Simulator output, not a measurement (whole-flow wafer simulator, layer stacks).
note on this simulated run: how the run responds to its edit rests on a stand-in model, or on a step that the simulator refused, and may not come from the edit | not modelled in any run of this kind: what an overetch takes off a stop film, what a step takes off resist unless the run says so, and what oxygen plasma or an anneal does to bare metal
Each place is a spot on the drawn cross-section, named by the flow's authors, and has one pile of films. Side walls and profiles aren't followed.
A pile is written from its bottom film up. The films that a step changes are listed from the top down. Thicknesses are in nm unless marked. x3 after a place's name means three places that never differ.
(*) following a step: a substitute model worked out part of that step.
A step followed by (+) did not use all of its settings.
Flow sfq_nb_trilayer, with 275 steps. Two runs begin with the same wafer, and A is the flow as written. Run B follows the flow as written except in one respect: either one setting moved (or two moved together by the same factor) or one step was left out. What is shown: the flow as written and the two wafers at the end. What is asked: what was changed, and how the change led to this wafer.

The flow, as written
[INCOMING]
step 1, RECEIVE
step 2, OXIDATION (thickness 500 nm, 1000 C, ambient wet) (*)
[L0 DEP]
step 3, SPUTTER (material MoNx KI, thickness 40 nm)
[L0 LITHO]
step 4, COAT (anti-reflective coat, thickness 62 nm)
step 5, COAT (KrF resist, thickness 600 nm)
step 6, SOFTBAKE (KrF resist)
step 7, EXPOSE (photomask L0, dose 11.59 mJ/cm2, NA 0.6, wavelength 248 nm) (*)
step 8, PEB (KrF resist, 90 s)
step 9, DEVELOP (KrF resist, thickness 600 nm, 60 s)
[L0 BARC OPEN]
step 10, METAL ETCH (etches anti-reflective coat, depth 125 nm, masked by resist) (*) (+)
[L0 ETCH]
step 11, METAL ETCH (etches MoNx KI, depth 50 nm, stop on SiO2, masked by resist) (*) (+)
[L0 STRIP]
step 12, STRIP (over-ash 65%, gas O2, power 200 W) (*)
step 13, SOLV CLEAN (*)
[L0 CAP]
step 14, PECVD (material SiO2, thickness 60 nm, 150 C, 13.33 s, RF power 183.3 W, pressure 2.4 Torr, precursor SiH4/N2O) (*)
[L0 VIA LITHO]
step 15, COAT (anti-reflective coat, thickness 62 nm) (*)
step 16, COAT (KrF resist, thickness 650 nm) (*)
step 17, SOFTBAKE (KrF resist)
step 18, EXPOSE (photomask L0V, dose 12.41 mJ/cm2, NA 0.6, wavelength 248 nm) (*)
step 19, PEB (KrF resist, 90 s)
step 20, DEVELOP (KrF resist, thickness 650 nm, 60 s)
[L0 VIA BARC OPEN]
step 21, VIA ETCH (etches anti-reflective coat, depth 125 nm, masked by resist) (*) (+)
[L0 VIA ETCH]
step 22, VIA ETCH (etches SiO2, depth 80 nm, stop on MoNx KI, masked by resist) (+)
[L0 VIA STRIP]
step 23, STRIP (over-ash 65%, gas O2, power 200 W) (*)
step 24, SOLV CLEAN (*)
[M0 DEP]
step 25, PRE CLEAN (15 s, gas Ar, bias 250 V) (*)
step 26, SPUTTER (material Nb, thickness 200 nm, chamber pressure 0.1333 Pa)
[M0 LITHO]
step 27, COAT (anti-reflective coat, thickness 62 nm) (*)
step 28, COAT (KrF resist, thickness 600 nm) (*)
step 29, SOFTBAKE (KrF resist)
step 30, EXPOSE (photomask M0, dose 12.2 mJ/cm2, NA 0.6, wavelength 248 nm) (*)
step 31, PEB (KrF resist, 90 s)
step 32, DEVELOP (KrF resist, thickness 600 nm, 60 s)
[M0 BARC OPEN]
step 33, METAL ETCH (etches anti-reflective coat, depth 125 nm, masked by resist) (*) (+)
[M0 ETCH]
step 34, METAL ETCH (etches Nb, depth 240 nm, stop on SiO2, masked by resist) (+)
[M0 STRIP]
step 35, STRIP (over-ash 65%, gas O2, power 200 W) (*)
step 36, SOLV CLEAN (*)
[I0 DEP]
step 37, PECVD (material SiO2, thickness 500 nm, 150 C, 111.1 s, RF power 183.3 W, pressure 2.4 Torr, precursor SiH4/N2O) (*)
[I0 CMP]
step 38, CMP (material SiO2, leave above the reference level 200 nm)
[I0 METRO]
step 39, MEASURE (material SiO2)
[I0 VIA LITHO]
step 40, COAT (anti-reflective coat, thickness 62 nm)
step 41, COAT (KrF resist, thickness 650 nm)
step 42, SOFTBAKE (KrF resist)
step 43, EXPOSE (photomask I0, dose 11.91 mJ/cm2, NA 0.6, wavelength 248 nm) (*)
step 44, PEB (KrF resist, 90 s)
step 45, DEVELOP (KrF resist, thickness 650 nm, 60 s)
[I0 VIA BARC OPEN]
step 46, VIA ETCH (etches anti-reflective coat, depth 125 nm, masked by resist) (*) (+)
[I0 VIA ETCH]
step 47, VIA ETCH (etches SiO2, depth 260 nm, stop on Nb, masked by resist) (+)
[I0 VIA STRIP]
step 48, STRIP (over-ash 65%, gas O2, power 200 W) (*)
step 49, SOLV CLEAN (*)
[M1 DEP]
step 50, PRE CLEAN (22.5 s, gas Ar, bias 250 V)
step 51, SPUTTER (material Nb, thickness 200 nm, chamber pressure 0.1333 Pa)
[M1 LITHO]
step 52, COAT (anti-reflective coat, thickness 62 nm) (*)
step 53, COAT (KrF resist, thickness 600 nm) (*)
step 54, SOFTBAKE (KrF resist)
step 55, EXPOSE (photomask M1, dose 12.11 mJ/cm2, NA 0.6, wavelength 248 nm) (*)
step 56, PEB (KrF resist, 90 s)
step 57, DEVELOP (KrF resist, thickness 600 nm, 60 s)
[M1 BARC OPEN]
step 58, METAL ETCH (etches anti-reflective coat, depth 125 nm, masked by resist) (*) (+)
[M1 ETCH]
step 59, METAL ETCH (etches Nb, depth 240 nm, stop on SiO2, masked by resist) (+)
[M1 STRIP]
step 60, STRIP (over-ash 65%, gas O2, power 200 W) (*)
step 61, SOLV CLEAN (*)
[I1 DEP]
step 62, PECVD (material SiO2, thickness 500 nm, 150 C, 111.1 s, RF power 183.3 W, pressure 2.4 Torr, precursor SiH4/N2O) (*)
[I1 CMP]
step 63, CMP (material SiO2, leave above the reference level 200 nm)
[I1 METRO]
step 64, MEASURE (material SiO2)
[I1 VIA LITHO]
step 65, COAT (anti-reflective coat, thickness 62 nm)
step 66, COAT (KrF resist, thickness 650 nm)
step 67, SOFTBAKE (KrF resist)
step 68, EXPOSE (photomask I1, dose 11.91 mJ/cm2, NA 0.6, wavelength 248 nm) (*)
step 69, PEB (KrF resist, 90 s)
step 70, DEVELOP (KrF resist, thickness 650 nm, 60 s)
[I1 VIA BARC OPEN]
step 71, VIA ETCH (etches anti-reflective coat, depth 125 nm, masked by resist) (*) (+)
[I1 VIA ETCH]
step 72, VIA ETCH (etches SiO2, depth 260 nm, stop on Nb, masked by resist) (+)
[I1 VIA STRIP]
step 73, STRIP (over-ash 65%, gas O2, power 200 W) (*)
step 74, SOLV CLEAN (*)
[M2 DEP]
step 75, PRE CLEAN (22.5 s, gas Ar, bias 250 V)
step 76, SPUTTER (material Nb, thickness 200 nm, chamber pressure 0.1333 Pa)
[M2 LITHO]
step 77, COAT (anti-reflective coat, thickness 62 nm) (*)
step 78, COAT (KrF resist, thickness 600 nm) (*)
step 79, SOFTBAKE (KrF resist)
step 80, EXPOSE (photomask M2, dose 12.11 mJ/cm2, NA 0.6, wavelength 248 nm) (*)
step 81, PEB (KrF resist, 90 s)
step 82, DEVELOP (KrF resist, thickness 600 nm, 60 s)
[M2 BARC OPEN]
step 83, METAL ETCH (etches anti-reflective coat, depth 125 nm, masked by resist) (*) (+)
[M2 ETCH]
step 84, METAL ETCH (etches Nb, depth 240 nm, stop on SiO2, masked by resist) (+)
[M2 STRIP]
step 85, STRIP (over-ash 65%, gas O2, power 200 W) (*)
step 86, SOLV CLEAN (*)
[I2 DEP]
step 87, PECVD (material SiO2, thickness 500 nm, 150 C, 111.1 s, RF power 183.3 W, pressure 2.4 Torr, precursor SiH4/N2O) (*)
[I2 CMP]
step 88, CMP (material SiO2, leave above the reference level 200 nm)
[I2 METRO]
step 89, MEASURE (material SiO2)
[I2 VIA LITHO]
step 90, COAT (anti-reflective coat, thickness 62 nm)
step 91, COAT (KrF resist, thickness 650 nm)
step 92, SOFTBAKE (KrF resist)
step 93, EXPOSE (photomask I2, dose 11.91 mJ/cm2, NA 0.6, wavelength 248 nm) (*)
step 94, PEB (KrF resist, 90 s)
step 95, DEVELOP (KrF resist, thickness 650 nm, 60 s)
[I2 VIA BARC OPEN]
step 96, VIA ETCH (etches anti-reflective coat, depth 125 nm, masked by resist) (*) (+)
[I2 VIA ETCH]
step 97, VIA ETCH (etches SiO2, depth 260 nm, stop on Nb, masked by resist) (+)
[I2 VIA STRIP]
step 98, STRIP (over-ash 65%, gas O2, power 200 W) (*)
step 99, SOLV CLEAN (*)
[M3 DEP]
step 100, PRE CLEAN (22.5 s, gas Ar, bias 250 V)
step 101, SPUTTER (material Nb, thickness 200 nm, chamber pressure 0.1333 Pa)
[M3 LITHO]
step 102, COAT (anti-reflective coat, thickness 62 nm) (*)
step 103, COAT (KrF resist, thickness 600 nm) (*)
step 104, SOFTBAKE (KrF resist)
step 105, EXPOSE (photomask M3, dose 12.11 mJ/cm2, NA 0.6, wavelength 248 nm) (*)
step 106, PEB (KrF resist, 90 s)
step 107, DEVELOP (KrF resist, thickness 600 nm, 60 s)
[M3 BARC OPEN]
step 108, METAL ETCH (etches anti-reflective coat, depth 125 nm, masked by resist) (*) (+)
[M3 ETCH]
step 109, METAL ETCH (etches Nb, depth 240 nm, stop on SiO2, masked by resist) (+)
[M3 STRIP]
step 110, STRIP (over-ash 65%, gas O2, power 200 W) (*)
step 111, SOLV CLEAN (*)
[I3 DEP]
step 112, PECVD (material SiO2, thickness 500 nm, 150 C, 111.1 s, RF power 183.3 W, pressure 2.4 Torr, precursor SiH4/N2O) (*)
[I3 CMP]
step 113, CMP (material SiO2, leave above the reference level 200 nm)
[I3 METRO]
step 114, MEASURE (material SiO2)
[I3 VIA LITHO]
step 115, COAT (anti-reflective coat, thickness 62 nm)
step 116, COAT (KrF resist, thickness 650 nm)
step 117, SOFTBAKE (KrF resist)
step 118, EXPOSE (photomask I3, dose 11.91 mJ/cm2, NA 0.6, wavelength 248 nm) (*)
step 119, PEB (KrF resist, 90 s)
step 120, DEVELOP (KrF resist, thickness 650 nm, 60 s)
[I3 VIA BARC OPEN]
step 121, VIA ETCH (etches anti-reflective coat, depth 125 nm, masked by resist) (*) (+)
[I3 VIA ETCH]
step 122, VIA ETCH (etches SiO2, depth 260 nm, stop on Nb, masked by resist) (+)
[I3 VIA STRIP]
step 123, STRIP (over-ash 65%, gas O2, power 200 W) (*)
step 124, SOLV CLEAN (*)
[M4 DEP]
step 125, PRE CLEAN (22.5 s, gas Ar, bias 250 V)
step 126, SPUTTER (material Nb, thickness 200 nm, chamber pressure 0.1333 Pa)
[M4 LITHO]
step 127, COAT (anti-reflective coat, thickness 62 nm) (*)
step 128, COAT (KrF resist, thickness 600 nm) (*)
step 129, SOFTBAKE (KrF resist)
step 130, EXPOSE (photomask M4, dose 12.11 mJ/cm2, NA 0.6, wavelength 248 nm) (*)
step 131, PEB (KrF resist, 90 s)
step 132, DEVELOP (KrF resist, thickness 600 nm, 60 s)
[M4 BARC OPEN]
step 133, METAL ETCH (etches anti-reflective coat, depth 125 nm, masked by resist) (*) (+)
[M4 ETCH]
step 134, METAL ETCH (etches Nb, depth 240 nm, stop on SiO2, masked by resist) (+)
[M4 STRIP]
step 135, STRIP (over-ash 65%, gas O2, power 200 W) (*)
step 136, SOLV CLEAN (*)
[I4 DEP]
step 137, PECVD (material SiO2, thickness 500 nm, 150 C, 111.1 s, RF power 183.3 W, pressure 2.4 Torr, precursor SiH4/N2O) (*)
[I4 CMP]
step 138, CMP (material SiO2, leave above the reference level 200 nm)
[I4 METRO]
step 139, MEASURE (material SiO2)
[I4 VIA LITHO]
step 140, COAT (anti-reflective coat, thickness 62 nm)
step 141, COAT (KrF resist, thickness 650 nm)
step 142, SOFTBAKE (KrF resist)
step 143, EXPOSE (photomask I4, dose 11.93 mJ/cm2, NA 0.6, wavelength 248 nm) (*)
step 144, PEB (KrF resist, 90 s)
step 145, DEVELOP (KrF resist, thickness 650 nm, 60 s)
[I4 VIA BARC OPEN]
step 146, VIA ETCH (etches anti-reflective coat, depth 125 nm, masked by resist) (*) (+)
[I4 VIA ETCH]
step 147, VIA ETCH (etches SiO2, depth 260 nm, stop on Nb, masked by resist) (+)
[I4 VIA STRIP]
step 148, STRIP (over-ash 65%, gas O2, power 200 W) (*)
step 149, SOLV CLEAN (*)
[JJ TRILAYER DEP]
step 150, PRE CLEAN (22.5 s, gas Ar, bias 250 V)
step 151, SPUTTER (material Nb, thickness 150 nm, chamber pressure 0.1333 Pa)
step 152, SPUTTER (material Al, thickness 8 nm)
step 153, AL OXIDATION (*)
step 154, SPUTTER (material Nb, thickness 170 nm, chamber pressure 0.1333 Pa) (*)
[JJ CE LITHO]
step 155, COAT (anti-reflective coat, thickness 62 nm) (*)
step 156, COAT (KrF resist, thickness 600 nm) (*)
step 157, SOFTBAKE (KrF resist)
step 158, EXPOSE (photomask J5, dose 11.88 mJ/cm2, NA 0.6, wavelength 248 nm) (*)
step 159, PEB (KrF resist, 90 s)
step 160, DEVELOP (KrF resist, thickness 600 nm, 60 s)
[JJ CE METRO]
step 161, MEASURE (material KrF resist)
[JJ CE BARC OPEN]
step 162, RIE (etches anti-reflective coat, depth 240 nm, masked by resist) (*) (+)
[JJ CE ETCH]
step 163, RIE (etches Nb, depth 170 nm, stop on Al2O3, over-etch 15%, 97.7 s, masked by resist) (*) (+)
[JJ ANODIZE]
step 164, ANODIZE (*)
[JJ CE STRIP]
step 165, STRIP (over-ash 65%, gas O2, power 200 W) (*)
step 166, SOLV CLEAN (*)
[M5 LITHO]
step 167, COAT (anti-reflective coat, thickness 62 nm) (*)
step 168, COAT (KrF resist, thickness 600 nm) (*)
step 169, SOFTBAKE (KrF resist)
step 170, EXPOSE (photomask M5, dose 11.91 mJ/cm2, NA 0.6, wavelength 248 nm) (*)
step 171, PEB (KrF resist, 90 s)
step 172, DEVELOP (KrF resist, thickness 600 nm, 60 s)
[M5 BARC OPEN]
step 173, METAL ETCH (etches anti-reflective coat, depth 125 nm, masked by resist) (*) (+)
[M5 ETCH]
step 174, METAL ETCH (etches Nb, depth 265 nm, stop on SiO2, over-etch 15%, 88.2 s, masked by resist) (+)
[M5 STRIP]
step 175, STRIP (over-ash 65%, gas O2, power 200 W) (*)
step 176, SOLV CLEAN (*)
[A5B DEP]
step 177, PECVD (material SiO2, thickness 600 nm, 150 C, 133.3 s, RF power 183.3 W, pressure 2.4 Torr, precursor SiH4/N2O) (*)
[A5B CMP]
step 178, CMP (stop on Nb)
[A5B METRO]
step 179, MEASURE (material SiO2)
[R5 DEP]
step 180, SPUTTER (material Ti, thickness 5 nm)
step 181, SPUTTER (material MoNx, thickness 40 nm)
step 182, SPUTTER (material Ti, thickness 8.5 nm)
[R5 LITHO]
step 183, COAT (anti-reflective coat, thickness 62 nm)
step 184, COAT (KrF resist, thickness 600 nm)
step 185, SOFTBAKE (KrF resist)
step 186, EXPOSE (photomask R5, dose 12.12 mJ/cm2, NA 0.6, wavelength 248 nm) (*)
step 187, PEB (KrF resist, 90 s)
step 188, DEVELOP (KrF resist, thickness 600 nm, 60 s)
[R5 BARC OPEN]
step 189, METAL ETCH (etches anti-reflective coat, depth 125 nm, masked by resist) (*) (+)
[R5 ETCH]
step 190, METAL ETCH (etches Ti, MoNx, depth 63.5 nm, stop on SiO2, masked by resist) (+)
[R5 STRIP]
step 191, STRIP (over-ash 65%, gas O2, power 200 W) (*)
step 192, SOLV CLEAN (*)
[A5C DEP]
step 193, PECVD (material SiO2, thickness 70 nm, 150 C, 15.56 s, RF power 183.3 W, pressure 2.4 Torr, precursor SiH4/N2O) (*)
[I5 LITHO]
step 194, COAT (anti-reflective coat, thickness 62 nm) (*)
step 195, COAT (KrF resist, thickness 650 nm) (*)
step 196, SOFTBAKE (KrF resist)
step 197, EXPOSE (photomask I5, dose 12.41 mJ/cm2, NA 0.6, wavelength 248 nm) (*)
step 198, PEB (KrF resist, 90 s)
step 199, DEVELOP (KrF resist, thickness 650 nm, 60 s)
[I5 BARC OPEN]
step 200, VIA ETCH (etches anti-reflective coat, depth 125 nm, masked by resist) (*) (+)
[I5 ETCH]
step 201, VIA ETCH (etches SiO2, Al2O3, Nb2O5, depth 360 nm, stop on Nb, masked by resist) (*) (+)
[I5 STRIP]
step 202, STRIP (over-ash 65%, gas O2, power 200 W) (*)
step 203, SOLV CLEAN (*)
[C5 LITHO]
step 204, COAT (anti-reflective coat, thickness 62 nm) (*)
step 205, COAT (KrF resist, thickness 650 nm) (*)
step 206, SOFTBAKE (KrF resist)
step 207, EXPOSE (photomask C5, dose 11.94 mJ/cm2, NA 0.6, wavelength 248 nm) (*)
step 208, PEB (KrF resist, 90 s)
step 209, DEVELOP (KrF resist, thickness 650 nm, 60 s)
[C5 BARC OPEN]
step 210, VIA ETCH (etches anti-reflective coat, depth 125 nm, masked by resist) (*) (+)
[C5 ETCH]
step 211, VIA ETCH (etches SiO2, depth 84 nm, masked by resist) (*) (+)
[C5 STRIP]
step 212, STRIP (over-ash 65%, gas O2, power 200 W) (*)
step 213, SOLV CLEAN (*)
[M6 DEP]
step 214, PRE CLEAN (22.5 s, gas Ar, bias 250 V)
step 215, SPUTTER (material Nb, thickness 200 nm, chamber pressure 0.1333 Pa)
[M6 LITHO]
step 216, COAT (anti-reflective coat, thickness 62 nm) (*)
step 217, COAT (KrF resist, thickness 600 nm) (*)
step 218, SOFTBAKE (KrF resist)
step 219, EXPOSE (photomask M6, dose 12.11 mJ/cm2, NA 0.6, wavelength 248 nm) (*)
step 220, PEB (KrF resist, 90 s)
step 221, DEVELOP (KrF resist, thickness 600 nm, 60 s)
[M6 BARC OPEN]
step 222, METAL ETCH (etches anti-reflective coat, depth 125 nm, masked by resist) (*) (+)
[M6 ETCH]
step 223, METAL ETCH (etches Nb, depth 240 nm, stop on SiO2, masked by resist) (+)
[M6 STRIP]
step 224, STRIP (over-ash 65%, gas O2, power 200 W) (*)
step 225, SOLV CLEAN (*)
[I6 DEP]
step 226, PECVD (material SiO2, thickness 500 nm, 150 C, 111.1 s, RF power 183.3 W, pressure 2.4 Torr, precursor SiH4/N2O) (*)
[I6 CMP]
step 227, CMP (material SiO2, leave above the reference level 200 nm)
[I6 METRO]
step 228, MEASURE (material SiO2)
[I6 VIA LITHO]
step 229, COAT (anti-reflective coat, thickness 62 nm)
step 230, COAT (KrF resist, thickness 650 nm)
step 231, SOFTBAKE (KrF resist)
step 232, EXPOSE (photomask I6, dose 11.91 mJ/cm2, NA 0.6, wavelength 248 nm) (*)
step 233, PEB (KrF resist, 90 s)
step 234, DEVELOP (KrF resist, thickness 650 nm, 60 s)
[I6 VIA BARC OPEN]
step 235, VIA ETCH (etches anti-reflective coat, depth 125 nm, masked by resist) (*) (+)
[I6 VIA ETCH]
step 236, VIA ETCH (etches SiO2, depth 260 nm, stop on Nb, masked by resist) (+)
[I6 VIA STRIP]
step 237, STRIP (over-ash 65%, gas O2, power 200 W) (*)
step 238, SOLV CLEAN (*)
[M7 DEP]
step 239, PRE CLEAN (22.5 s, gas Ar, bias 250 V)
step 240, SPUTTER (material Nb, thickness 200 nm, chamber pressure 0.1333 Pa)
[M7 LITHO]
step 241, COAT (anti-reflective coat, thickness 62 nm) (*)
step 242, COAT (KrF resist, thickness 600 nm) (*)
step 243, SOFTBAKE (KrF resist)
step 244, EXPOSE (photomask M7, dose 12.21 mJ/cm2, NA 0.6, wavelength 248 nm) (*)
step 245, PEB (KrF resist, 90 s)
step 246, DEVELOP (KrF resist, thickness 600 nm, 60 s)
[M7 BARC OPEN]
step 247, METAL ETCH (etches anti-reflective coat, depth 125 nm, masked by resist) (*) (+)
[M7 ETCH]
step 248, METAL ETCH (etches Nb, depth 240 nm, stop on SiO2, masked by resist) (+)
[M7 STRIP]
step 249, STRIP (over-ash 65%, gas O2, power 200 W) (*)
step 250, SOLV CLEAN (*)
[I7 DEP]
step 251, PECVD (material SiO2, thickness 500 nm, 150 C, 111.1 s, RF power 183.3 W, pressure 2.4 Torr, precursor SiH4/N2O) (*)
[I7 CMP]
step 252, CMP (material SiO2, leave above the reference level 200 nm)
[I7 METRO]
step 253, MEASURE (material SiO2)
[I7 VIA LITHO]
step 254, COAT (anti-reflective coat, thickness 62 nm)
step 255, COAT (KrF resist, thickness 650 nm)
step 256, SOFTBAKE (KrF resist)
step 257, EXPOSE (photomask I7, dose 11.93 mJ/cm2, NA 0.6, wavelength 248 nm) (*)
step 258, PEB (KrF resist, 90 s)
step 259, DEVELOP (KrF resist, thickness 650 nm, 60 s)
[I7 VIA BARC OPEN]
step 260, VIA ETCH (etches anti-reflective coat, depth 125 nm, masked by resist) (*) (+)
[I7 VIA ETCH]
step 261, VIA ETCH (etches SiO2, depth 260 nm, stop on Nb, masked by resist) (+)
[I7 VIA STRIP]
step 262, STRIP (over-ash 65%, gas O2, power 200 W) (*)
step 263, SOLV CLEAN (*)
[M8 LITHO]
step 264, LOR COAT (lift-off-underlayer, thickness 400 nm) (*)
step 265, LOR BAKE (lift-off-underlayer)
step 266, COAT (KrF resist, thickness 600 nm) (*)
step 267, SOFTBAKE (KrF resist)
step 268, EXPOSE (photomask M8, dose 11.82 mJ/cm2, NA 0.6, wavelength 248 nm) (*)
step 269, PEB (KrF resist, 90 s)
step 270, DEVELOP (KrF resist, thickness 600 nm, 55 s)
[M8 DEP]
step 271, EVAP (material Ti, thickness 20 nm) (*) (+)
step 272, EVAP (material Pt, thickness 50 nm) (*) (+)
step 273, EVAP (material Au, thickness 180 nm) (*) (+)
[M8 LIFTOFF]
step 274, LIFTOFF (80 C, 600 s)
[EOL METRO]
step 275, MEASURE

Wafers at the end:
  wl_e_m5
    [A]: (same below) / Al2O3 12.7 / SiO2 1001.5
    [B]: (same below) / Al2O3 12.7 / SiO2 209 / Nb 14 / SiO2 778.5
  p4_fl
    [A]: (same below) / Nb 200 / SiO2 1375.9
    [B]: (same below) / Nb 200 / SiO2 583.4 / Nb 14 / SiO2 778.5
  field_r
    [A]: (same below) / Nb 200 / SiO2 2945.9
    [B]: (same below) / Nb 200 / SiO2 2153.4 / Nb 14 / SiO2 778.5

The reason: step 223, METAL ETCH: depth 186 nm was run, though the flow has depth 240 nm.

Step by step, how the change led to this:
  step 223, METAL ETCH (etches Nb, depth 240 nm, stop on SiO2, masked by resist) (+)
      field_l, gap, moat and 76 more: A -200 Nb (all of it) | B -186 Nb
      v_sur, via_wl, via_w and 24 more: A -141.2 KrF resist | B -109.4 KrF resist
  step 224, STRIP (over-ash 65%, gas O2, power 200 W) (*)
      wl_j_sl, wl_j_sr: A -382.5 KrF resist (all of it), -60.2 anti-reflective coat (all of it) | B -414.3 KrF resist (all of it), -60.2 anti-reflective coat (all of it)
      wl_c_m6, wl_f_m6: A -382.3 KrF resist (all of it), -62 anti-reflective coat (all of it) | B -414 KrF resist (all of it), -62 anti-reflective coat (all of it)
      (as well as at 23 more places)
  step 226, PECVD (material SiO2, thickness 500 nm, 150 C, 111.1 s, RF power 183.3 W, pressure 2.4 Torr, precursor SiH4/N2O) (*)
      field_l, p4_fl, p4_fm and 62 more: A +500 SiO2 | B +500 SiO2 (new film)
      moat, field_r, lsp_l, ln_m5, lsp_m: A +493.6 SiO2 | B +494.1 SiO2 (new film)
      (as well as at 9 more places)
  step 227, CMP (material SiO2, leave above the reference level 200 nm)
      field_l, p4_fl, p4_fm and 59 more: A -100 SiO2 | B -114 SiO2
      moat, field_r, lsp_l, ln_m5, lsp_m: A -93.6 SiO2 | B -108.1 SiO2
      (as well as at 8 more places)
Taking metal films that touch as one body, wl_e_m5 has 7 bodies (between them, from the top down: SiO2 209 / Al2O3 12.7 / Nb2O5 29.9; SiO2 192.5; SiO2 192.5; SiO2 192.5; SiO2 192.5; SiO2 192.5); the flow as written gives 6 bodies (between them, from the top down: SiO2 192.5; SiO2 192.5; SiO2 192.5; SiO2 192.5; SiO2 192.5).
Taking metal films that touch as one body, p4_fl has 3 bodies (between them, from the top down: SiO2 583.4; SiO2 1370); the flow as written gives 2 bodies (between them, from the top down: SiO2 1370).
Taking metal films that touch as one body, field_r has 2 bodies (between them, from the top down: SiO2 2153.4); the flow as written gives 1 body.
